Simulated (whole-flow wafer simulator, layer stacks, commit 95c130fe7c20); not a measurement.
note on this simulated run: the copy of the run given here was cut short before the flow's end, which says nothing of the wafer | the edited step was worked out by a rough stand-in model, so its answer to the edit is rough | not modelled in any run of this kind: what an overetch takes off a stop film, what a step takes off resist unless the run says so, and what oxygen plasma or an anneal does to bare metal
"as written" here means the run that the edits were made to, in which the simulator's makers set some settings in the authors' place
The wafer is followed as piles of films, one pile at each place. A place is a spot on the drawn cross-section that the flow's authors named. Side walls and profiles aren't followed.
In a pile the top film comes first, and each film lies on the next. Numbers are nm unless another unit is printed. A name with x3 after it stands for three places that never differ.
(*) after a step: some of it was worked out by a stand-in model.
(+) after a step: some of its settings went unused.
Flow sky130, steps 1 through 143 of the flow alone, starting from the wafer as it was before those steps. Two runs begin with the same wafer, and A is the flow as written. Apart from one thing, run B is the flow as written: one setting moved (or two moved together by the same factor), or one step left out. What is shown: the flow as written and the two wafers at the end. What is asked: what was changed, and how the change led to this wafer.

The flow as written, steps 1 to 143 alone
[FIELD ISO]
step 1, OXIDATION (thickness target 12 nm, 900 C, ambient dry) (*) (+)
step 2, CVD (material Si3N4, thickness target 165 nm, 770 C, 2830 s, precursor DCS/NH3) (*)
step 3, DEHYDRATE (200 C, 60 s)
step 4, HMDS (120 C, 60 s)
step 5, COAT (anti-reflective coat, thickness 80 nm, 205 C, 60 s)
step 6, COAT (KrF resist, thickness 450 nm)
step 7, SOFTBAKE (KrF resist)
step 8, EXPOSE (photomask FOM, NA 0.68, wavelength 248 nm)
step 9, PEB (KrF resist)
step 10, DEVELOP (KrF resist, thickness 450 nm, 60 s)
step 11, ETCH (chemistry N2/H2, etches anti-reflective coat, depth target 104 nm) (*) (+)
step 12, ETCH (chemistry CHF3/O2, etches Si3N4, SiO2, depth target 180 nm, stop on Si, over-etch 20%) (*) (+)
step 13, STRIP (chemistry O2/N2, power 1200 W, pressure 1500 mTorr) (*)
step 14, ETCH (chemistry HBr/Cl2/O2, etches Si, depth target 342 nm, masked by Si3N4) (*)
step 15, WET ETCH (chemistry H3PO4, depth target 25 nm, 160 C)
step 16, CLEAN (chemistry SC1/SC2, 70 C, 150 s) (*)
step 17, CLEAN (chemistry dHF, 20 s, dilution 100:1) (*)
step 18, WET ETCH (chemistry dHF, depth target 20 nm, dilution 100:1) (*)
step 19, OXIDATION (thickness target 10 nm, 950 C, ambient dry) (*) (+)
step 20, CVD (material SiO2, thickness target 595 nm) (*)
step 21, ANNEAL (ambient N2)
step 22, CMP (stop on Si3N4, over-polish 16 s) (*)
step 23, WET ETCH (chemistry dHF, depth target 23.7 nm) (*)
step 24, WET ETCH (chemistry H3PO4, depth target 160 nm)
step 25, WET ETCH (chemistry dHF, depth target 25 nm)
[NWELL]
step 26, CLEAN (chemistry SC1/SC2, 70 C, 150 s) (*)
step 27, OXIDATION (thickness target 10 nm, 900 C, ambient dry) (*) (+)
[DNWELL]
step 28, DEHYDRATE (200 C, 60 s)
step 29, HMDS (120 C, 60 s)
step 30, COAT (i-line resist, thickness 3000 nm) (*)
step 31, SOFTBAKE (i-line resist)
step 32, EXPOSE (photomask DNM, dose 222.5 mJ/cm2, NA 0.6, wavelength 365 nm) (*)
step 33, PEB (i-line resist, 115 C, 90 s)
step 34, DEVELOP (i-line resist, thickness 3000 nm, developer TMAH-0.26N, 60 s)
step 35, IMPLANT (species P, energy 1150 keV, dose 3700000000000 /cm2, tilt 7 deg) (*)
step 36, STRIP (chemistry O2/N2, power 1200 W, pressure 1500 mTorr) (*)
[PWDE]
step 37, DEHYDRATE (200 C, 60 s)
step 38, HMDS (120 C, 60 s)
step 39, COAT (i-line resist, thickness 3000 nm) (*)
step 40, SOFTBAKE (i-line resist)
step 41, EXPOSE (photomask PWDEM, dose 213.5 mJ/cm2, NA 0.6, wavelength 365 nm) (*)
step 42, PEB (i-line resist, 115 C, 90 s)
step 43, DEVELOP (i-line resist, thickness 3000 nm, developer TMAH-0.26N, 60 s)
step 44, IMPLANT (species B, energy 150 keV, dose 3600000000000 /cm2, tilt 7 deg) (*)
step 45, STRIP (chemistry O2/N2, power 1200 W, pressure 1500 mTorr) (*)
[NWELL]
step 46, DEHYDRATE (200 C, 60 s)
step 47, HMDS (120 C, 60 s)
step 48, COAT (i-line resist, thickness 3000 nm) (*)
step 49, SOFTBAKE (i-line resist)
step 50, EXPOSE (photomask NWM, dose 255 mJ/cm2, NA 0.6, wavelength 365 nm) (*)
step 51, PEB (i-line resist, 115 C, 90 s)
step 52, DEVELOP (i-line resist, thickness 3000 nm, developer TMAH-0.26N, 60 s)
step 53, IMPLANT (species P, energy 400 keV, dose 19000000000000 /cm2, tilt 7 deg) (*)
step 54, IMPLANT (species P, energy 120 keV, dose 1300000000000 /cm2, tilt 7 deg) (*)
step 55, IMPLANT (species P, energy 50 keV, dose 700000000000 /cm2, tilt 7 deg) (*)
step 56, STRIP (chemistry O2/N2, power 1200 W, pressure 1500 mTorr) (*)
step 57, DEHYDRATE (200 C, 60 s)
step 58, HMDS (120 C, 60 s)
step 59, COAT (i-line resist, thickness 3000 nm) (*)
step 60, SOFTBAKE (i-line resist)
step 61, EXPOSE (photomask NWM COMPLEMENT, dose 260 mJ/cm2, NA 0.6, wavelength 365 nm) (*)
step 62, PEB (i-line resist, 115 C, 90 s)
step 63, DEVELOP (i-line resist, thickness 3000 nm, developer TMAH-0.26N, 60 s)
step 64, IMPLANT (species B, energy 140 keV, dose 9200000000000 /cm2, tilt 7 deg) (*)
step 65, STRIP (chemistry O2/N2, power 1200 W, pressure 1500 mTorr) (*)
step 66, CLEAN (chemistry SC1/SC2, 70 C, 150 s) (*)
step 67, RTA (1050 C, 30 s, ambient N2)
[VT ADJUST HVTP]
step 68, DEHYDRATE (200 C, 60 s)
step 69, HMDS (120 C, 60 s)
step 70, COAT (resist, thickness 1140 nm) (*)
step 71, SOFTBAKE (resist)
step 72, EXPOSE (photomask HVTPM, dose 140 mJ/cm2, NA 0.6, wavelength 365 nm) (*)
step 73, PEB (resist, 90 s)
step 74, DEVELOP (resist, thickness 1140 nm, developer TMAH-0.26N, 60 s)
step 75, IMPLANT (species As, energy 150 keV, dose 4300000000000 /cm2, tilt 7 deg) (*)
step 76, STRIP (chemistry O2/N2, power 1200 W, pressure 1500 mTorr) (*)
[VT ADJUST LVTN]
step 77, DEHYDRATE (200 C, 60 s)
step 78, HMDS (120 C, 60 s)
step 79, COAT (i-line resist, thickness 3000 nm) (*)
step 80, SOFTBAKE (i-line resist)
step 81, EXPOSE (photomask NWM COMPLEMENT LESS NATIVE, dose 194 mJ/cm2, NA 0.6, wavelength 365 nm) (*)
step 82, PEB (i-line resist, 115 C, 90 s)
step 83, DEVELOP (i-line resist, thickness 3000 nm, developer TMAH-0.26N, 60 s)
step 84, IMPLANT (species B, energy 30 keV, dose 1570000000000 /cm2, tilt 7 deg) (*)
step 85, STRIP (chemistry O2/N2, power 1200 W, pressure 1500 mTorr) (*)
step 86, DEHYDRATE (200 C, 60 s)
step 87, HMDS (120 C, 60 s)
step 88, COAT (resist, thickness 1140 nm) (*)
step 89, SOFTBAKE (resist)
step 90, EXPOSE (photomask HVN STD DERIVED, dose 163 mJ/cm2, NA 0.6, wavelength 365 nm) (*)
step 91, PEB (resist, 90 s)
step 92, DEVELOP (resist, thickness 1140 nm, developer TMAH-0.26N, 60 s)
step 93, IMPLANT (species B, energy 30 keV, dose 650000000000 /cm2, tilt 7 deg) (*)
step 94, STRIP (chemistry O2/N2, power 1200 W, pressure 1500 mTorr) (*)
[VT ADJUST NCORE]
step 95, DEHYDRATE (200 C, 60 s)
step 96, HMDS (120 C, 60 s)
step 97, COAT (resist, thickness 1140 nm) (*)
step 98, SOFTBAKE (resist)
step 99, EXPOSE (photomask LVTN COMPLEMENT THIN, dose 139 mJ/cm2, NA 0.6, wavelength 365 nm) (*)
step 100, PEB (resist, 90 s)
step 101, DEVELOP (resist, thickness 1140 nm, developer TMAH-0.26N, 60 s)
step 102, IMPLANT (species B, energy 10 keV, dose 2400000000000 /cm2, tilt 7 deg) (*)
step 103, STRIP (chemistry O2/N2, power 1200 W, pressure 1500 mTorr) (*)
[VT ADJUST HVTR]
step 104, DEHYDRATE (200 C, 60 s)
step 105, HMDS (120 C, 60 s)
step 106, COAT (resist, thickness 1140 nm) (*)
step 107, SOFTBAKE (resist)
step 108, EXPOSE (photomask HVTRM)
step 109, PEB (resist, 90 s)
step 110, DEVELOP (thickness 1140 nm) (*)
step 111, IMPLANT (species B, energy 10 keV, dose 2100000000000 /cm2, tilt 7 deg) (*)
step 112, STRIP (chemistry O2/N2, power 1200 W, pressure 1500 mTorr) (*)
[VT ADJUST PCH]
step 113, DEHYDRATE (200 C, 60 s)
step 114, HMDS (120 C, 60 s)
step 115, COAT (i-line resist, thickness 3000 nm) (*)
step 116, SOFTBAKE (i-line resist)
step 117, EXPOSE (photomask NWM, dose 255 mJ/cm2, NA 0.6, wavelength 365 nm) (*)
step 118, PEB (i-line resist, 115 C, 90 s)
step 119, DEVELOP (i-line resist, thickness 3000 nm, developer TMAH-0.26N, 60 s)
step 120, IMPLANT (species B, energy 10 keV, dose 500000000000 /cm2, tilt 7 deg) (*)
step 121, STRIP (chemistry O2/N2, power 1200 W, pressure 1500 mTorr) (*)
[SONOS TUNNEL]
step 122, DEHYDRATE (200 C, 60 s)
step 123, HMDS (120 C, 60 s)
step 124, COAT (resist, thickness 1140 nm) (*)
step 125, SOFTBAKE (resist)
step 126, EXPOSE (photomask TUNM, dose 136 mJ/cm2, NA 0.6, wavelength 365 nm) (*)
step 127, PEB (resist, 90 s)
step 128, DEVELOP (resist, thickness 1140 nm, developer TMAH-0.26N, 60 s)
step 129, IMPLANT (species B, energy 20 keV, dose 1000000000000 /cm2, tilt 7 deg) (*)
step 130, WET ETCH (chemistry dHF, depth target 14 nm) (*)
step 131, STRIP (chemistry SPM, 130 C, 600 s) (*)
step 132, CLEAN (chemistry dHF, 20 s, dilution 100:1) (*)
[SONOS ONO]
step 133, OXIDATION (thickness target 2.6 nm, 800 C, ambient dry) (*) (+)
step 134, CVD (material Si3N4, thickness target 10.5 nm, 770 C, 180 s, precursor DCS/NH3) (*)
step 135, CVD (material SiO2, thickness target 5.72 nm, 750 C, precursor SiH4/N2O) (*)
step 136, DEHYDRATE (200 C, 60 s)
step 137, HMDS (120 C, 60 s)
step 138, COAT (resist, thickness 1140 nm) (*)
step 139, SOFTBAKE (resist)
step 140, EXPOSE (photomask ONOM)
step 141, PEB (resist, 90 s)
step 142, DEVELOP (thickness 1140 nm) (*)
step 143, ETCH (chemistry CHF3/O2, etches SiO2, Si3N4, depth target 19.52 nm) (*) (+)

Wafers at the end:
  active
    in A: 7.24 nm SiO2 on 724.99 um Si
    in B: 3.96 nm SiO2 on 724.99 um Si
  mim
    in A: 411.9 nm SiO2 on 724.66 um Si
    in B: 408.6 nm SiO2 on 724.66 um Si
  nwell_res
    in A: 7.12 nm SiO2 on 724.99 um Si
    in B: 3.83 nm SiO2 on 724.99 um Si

What caused this: step 134, CVD: 747 C was run, whereas the flow has 770 C.

How this came from the change, step by step:
  step 134, CVD (material Si3N4, thickness target 10.5 nm, 770 C, 180 s, precursor DCS/NH3) (*)
      field, active, n_well and 187 more: A +10.5 Si3N4 (new film) | B +7.22 Si3N4 (new film)
  step 143, ETCH (chemistry CHF3/O2, etches SiO2, Si3N4, depth target 19.52 nm) (*) (+)
      field, active, p_well x5 and 179 more: A -5.72 SiO2 (all of it), -10.5 Si3N4 (all of it), -3.3 SiO2 | B -5.72 SiO2 (all of it), -7.22 Si3N4 (all of it), -6.58 SiO2
      n_well, sonos_sd: A -5.72 SiO2 (all of it), -10.5 Si3N4 (all of it), -2.6 SiO2 (all of it), -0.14 Si | B -5.72 SiO2 (all of it), -7.22 Si3N4 (all of it), -2.6 SiO2 (all of it), -0.8 Si
